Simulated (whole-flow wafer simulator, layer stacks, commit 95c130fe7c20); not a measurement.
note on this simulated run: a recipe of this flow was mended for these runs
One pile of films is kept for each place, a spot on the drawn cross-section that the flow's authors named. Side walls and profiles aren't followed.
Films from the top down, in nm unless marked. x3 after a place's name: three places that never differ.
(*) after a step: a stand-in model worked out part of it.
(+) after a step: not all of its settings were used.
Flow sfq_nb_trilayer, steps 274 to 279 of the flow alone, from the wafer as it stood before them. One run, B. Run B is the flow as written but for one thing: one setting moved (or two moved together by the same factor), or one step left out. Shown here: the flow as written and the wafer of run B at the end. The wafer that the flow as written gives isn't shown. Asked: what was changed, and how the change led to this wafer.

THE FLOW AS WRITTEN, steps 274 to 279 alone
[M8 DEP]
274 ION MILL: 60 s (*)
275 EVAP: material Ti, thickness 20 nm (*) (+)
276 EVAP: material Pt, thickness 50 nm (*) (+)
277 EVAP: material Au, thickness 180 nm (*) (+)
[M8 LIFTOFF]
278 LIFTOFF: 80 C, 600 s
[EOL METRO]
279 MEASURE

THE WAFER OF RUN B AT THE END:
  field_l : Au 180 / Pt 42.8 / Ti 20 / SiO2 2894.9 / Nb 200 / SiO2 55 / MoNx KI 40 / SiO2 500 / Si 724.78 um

The cause: step 276, EVAP: thickness 42.8 nm was run, where the flow has thickness 50 nm.
It can be read off the wafer: field_l has Pt 42.8, and step 276 as written asks for 50 nm.

How the change led to this, step by step:
  276 EVAP: material Pt, thickness 50 nm (*) (+)
      field_l, v_sur x3, via_wl x2 and 100 more: Pt +42.8 (new film) (as written it would be: Pt +50 (new film))
  278 LIFTOFF: 80 C, 600 s
      p4_fl x5, p4_w1 x9, p3_s0 x11 and 49 more: Au -180 (all of it), Pt -42.8 (all of it), Ti -20 (all of it), KrF-resist-other-grade -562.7 (all of it), lift-off-underlayer -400 (all of it) (as written it would be: Au -180 (all of it), Pt -50 (all of it), Ti -20 (all of it), KrF-resist-other-grade -562.7 (all of it), lift-off-underlayer -400 (all of it))
      r_sur, res, r_end: Au -180 (all of it), Pt -42.8 (all of it), Ti -20 (all of it), KrF-resist-other-grade -559.9 (all of it), lift-off-underlayer -399.5 (all of it) (as written it would be: Au -180 (all of it), Pt -50 (all of it), Ti -20 (all of it), KrF-resist-other-grade -559.9 (all of it), lift-off-underlayer -399.5 (all of it))
      (and at 18 more places)
